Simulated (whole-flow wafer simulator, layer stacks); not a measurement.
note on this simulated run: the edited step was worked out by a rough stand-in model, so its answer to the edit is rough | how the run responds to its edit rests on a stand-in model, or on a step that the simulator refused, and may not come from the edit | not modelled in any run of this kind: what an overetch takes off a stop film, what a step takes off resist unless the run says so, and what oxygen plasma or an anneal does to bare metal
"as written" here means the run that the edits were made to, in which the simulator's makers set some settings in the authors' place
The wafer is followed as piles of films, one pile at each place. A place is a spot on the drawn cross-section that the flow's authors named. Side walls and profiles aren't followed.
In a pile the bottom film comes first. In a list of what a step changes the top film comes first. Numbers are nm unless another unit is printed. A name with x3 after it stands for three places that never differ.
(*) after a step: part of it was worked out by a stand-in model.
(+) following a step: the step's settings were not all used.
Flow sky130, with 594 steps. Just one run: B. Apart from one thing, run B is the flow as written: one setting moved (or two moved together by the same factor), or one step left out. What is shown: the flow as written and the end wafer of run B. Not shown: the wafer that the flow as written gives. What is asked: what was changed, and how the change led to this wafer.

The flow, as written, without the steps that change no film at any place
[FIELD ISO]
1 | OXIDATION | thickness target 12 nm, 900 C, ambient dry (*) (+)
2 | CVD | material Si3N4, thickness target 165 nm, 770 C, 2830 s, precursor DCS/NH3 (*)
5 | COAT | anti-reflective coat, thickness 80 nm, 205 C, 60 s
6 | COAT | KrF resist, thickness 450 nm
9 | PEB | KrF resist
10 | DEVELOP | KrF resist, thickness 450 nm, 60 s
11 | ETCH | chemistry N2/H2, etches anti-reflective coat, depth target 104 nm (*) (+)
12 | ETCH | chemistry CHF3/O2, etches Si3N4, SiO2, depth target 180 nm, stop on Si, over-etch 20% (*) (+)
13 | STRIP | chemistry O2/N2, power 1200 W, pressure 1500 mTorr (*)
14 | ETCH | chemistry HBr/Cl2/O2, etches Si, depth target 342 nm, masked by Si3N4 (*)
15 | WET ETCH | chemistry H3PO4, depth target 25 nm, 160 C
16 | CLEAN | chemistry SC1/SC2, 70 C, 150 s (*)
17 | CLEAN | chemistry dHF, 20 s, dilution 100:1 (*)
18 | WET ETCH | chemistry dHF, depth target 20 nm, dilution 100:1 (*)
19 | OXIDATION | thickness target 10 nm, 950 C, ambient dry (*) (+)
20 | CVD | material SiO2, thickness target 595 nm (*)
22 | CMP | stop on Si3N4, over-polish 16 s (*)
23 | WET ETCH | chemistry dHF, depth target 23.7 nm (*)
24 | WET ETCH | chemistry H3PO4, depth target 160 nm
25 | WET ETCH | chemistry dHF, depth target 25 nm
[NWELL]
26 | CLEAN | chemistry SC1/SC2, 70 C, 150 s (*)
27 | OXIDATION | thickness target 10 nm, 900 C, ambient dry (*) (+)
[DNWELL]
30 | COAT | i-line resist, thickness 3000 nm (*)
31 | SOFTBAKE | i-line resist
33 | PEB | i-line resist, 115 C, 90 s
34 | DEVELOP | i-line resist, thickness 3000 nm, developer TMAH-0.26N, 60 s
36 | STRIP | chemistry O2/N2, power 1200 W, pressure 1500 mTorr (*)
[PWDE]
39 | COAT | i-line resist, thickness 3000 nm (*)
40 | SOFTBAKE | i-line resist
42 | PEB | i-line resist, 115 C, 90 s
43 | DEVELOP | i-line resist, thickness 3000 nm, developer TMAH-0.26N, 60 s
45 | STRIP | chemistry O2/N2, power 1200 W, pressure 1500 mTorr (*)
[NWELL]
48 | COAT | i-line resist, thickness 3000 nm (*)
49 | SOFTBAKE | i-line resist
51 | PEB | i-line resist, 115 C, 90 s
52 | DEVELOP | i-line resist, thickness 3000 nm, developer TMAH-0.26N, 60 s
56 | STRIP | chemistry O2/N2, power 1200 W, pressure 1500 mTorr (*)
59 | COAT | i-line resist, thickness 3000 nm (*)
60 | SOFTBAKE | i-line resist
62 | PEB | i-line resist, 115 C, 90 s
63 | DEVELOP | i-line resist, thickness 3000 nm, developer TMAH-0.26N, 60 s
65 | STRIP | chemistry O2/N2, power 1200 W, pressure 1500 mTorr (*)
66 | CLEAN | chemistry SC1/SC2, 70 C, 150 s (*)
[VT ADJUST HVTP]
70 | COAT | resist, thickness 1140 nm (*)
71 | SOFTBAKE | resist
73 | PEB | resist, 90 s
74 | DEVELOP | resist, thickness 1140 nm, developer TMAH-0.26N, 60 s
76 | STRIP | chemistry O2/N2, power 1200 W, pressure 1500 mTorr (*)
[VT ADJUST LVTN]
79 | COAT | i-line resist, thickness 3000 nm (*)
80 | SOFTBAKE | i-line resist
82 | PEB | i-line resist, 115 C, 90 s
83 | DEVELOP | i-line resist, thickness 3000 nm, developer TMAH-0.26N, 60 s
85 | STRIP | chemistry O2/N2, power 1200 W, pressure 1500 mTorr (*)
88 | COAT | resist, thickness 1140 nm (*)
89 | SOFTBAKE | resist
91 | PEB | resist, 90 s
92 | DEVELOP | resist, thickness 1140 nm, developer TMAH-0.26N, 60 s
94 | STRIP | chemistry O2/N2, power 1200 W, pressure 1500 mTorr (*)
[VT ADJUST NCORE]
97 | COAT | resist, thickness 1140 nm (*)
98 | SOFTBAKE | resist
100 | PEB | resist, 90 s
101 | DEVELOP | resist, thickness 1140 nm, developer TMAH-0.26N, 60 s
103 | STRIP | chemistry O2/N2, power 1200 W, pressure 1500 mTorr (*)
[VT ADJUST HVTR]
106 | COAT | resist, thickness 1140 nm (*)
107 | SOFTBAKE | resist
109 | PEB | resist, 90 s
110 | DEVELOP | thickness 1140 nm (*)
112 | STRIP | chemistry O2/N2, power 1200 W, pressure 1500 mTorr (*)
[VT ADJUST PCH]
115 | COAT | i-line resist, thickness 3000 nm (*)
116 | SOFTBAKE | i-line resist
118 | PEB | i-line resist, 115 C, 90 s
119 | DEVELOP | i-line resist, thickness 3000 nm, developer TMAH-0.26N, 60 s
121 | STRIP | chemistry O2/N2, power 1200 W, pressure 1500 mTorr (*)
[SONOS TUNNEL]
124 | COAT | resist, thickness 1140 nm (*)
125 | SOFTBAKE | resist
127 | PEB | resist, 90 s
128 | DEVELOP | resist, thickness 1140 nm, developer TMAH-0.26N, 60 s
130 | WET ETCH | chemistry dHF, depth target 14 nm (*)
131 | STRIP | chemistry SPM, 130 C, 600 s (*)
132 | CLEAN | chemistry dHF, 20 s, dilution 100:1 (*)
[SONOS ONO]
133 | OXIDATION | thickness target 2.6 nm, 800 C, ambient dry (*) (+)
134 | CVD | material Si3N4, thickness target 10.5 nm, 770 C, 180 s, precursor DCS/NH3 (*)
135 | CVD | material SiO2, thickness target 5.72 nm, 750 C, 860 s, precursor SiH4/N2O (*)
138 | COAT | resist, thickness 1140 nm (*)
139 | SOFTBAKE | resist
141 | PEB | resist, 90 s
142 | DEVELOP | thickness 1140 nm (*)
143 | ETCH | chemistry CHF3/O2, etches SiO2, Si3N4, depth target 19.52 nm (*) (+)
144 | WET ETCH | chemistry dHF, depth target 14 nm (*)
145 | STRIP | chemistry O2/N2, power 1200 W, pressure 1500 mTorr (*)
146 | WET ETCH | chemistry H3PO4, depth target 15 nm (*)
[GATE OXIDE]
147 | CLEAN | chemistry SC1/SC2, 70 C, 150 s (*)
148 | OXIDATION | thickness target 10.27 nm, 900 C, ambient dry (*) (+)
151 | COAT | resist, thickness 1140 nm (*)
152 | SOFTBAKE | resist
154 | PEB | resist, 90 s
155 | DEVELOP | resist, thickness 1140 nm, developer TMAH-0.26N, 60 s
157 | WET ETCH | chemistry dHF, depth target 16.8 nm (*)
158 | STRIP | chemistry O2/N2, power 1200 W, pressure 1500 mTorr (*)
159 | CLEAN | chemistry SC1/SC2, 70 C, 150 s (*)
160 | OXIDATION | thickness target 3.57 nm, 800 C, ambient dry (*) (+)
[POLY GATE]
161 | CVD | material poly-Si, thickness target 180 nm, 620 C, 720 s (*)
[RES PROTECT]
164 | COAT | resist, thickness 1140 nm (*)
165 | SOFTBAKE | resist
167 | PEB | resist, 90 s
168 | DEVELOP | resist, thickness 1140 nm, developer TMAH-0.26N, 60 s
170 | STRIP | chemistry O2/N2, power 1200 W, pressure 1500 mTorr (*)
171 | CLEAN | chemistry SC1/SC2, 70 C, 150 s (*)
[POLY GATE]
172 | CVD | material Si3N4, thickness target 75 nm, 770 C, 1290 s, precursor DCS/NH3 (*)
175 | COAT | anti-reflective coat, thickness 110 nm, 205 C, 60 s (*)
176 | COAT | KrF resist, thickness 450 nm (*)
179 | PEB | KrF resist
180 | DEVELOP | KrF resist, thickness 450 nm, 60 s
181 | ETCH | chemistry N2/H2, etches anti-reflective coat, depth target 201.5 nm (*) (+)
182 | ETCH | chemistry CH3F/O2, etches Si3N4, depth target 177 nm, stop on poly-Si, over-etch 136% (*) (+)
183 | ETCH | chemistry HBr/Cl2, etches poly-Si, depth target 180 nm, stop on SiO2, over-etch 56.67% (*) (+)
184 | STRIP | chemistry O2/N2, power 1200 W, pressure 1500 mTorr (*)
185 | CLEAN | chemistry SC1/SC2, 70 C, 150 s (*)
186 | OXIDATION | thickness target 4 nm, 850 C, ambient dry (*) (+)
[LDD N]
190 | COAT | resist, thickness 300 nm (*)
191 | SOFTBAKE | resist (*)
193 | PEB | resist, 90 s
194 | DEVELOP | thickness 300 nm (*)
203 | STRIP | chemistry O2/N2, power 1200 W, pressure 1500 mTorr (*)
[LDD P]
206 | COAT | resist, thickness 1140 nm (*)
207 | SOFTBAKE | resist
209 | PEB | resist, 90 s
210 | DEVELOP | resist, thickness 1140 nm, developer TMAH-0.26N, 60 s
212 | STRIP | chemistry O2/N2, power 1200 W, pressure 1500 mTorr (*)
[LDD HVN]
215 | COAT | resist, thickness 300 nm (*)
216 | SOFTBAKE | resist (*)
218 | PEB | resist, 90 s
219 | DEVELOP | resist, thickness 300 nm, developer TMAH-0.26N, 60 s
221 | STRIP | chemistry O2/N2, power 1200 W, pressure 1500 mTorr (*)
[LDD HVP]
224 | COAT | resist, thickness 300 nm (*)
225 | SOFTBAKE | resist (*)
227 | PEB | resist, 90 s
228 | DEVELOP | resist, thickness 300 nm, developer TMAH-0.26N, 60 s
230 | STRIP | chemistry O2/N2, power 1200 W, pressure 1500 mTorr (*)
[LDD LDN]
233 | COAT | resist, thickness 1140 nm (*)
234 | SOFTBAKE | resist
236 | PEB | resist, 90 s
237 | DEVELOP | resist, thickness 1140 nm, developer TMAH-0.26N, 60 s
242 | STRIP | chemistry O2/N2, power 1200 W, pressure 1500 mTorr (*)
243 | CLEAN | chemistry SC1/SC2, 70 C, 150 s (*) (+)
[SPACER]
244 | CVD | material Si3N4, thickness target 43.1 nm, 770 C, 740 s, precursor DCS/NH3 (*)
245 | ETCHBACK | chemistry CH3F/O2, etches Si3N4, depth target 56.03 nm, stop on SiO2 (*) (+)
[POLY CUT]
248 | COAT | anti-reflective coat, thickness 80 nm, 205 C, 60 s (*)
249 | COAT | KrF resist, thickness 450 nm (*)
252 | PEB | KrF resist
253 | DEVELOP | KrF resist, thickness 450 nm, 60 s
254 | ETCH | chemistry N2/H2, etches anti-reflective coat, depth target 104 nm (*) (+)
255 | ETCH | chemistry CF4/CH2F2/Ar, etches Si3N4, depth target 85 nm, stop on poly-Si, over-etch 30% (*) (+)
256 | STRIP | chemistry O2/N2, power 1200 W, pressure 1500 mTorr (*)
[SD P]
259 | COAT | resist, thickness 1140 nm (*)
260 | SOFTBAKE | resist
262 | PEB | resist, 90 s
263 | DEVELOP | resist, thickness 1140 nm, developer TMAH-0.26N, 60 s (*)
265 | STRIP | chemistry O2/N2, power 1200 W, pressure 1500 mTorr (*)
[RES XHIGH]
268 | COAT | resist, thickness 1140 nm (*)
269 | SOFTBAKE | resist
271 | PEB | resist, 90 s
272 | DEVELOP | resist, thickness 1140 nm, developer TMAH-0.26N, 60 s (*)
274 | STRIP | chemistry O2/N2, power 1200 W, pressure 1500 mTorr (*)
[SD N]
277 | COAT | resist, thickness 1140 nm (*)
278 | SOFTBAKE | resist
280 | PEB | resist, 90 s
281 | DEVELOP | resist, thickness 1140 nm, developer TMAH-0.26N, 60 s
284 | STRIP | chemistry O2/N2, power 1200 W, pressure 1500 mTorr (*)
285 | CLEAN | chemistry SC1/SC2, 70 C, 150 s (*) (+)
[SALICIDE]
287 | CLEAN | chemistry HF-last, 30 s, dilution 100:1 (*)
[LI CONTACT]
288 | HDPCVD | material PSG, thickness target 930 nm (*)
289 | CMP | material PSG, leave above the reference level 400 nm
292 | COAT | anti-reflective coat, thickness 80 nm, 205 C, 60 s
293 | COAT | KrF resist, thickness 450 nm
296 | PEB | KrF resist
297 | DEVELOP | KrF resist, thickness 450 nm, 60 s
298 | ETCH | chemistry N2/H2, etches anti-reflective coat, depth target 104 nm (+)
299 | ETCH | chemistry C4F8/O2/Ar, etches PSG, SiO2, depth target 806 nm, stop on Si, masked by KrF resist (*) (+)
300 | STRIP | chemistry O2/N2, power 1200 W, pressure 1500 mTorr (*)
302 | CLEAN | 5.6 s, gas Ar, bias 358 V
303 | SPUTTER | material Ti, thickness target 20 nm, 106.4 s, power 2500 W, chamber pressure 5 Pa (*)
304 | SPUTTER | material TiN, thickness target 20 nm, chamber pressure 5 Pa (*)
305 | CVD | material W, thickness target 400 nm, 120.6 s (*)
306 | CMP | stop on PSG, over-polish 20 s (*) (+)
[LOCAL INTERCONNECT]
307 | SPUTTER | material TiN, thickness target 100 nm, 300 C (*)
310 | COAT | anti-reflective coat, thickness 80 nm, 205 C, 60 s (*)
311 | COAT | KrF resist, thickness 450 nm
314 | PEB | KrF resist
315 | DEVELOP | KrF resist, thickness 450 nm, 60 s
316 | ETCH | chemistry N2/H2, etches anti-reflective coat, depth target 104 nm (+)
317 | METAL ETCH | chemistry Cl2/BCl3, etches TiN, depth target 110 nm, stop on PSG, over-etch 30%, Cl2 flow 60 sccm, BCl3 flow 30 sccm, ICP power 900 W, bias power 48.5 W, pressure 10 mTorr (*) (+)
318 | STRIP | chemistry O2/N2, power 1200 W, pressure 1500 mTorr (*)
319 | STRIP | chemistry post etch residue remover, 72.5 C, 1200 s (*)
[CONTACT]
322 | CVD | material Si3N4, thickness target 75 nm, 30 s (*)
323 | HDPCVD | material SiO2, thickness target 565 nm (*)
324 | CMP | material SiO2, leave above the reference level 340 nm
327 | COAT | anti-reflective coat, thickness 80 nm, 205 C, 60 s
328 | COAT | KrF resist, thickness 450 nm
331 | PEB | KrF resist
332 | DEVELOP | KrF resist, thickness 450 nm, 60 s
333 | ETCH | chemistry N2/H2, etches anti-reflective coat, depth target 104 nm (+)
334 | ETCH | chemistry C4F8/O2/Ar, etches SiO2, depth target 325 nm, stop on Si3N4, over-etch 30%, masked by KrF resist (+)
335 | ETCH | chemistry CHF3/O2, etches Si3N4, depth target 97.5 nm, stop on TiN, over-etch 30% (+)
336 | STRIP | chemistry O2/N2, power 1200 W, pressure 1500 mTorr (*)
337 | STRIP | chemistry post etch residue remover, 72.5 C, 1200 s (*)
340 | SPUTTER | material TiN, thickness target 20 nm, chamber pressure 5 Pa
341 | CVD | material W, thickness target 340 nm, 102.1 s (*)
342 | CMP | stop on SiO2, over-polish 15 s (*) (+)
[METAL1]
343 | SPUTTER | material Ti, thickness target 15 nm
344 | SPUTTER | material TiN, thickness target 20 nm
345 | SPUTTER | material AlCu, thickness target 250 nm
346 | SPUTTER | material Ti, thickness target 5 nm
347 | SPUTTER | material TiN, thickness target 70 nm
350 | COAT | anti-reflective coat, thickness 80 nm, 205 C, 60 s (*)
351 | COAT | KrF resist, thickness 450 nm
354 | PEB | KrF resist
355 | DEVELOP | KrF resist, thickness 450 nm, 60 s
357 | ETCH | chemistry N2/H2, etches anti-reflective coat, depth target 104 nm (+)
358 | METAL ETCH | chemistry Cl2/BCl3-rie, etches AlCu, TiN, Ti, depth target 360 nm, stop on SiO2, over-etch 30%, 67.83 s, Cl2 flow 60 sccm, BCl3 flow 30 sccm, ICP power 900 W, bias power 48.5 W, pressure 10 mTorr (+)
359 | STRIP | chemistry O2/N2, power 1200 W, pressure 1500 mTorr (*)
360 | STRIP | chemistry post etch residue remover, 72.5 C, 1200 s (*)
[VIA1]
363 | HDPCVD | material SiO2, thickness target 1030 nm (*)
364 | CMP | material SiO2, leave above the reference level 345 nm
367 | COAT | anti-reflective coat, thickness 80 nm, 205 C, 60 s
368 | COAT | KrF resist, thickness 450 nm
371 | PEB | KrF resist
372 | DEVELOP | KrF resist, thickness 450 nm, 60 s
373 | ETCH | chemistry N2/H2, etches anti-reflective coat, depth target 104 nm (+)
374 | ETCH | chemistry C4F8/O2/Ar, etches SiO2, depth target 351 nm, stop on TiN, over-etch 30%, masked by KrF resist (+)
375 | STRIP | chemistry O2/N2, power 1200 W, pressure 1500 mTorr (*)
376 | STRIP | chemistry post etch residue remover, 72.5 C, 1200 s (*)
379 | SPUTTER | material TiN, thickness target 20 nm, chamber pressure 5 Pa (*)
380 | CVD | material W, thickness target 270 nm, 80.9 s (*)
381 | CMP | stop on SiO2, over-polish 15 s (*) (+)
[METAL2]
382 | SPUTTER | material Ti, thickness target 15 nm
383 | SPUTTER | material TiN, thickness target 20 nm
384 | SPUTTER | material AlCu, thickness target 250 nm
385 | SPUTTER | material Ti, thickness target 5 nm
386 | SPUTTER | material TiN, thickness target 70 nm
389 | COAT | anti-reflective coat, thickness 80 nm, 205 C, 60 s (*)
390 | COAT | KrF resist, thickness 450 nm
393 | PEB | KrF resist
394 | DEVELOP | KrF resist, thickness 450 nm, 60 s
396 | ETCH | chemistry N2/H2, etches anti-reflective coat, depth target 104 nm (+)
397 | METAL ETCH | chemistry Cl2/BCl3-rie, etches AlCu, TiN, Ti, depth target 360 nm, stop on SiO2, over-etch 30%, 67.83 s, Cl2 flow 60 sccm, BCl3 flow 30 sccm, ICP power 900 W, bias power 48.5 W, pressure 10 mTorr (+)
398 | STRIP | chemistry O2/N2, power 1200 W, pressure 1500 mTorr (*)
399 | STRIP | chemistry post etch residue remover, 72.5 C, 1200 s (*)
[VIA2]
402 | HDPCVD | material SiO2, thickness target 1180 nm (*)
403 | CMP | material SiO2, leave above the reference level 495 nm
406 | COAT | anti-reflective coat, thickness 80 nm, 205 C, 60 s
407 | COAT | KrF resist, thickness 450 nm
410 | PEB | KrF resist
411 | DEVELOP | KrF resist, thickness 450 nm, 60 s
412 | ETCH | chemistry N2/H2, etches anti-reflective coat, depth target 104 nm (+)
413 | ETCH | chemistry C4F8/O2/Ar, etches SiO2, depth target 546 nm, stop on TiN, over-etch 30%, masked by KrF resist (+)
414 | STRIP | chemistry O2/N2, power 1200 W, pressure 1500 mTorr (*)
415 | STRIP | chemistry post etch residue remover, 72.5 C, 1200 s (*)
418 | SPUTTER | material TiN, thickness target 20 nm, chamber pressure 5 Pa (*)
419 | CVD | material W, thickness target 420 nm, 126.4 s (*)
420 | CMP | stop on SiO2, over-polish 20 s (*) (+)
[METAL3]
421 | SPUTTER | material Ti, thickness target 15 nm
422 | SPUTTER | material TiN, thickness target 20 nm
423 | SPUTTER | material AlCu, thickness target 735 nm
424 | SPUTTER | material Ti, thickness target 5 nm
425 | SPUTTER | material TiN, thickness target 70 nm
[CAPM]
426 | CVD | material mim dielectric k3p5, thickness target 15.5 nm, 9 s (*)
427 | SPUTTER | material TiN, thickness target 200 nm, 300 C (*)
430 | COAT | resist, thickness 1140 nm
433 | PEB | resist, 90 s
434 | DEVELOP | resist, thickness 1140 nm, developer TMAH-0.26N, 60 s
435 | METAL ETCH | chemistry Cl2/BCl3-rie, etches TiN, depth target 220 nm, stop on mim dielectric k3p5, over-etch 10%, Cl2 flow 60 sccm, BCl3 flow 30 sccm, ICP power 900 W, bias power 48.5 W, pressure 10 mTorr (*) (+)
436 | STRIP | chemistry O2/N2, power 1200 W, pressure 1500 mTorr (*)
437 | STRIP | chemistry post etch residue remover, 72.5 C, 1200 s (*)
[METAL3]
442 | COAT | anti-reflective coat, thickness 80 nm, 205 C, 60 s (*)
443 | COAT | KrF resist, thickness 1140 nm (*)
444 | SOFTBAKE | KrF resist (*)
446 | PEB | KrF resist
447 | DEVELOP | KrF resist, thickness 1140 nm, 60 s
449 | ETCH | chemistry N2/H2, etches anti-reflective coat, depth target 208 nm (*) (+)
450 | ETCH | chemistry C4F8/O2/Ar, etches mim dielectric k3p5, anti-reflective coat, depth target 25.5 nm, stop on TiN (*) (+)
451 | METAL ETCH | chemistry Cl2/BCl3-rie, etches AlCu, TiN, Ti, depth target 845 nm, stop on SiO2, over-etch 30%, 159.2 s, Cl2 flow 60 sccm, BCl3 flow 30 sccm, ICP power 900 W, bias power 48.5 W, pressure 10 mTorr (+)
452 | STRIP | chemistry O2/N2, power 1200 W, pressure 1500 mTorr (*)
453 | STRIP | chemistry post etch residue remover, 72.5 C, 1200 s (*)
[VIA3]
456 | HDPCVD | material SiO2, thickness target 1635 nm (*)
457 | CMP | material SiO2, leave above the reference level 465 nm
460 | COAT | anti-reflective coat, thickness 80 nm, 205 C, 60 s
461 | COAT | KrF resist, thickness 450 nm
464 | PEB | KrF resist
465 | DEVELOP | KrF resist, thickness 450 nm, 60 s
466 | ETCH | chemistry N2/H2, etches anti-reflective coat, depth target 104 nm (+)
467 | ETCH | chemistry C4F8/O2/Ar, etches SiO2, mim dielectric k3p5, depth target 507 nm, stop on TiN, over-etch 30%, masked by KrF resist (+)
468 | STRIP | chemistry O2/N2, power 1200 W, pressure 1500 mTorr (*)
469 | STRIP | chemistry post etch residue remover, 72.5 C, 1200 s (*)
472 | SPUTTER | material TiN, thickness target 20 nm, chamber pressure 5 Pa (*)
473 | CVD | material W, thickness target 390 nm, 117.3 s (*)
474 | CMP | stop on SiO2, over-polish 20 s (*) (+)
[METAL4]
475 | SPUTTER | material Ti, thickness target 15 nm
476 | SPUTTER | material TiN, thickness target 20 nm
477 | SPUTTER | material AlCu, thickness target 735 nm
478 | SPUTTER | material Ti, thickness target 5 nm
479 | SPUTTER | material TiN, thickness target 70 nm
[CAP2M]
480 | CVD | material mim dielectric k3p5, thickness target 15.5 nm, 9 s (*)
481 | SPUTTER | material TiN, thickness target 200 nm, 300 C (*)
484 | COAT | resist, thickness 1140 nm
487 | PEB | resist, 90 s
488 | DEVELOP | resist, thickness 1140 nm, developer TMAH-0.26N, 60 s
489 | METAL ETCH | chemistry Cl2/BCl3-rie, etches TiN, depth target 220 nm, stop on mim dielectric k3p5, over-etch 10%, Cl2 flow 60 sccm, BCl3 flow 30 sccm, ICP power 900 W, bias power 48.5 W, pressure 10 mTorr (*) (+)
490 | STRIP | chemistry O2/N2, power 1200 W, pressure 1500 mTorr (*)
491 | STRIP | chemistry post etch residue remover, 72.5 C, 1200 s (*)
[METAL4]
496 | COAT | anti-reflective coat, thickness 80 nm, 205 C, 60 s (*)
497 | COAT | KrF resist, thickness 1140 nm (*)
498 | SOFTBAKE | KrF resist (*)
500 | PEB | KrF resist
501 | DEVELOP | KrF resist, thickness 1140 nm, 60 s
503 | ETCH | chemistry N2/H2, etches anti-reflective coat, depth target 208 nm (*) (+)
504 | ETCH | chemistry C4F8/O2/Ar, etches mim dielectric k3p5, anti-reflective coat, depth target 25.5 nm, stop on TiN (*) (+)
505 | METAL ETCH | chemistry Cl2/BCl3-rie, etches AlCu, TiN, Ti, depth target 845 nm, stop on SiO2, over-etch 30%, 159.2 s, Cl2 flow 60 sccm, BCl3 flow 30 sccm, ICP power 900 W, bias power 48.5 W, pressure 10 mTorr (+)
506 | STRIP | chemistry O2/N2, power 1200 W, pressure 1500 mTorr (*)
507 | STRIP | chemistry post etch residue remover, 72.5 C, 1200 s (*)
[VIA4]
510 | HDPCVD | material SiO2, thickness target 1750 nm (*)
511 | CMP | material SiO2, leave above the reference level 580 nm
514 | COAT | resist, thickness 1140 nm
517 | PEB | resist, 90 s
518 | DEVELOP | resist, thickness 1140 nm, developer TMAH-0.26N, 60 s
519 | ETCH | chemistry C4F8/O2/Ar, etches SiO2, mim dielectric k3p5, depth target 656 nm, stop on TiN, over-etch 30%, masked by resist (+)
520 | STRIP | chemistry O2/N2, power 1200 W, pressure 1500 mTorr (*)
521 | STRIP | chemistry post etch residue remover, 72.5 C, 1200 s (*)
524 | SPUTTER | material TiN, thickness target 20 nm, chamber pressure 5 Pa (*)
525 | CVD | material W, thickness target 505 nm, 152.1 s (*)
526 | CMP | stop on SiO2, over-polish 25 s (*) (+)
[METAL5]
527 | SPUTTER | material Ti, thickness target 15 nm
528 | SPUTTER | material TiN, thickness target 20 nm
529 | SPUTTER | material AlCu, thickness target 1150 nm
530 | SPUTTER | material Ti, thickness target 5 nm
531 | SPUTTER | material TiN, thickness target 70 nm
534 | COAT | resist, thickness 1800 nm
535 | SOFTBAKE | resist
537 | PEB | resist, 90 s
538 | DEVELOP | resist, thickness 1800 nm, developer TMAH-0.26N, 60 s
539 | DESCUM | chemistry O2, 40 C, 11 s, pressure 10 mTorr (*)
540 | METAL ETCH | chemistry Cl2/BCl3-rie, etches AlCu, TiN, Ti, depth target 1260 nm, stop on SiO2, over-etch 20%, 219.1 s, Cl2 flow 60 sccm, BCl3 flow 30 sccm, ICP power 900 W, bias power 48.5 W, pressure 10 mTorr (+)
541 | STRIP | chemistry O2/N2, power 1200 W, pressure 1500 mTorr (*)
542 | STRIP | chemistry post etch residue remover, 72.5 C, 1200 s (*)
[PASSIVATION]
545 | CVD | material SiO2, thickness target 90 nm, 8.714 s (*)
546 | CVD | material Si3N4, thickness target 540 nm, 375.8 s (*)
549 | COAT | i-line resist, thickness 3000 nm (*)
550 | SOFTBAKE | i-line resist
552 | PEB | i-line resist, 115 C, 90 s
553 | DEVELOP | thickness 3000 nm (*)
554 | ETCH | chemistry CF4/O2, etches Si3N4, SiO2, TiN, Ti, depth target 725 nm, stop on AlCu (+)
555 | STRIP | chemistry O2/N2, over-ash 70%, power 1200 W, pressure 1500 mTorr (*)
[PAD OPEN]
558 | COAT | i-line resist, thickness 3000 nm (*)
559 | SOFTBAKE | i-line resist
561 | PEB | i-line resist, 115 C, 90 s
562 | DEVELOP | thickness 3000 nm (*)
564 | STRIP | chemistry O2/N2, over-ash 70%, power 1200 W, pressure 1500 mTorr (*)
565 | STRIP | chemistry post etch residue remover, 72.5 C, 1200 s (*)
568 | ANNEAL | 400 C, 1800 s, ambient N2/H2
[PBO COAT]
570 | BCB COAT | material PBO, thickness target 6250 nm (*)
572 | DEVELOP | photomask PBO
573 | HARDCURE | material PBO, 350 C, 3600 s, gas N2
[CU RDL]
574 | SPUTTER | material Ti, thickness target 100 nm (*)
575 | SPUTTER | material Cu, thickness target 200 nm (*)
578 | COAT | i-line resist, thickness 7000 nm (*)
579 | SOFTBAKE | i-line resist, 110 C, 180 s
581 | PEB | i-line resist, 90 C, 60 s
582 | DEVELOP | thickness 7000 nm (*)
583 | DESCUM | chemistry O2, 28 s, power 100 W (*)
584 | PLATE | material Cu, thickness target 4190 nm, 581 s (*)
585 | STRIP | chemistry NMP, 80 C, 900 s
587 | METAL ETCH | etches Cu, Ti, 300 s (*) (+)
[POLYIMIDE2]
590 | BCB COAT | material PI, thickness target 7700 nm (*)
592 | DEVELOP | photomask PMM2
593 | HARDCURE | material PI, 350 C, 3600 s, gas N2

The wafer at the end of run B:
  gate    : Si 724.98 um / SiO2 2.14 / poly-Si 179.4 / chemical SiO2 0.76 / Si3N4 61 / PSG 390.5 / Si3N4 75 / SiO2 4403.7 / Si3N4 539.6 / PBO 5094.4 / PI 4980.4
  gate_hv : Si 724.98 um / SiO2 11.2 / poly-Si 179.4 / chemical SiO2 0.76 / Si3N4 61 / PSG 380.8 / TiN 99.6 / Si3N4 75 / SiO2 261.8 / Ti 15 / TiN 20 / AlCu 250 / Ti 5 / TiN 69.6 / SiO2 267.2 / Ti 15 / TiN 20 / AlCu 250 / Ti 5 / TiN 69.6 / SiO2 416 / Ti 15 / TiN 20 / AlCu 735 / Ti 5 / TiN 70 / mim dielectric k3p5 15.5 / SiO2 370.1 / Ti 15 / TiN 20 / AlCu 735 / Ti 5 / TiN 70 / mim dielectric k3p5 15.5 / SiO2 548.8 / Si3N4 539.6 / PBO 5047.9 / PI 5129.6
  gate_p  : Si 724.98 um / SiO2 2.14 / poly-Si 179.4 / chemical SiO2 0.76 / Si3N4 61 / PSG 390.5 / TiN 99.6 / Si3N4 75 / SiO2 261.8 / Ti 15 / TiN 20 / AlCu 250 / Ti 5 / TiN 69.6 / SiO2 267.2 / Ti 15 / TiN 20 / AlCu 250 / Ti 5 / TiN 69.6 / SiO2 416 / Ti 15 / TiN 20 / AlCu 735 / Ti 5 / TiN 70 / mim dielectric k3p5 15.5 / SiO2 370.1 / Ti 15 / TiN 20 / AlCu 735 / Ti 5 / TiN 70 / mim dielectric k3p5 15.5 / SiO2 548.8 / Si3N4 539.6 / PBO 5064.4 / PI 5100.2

Cause: step 160, OXIDATION: thickness target 2.14 nm was run, while the flow as written has thickness target 3.57 nm.
The wafer lets one read it off: gate has SiO2 2.14, and step 160 as written asks for 3.57 nm.

Step by step, how the change led to this:
  160 | OXIDATION | thickness target 3.57 nm, 800 C, ambient dry (*) (+)
      active, n_well, p_well and 58 more: SiO2 gains 2.14 (new film), chemical SiO2 loses 0.76 (all of it), Si loses 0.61 (it would be, as written: SiO2 gains 3.57 (new film), chemical SiO2 loses 0.76 (all of it), Si loses 1.24)
  175 | COAT | anti-reflective coat, thickness 110 nm, 205 C, 60 s (*)
      rpm_encl, rpm_encl_psd: anti-reflective coat gains 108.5 (new film) (it would be, as written: anti-reflective coat gains 104.4 (new film))
  181 | ETCH | chemistry N2/H2, etches anti-reflective coat, depth target 201.5 nm (*) (+)
      rpm_encl, rpm_encl_psd: anti-reflective coat loses 108.5 (all of it), Si3N4 loses 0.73 (it would be, as written: anti-reflective coat loses 104.4 (all of it), Si3N4 loses 0.79)
  186 | OXIDATION | thickness target 4 nm, 850 C, ambient dry (*) (+)
      active, p_well, spacer and 26 more: SiO2 gains 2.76, Si loses 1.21 (it would be, as written: SiO2 gains 1.55, Si loses 0.68)
      ndiff_dn: SiO2 gains 2.53, Si loses 1.11 (it would be, as written: SiO2 gains 1.52, Si loses 0.67)
  306 | CMP | stop on PSG, over-polish 20 s (*) (+)
      poly_licon: W loses 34 (it would be, as written: W loses 33.1)
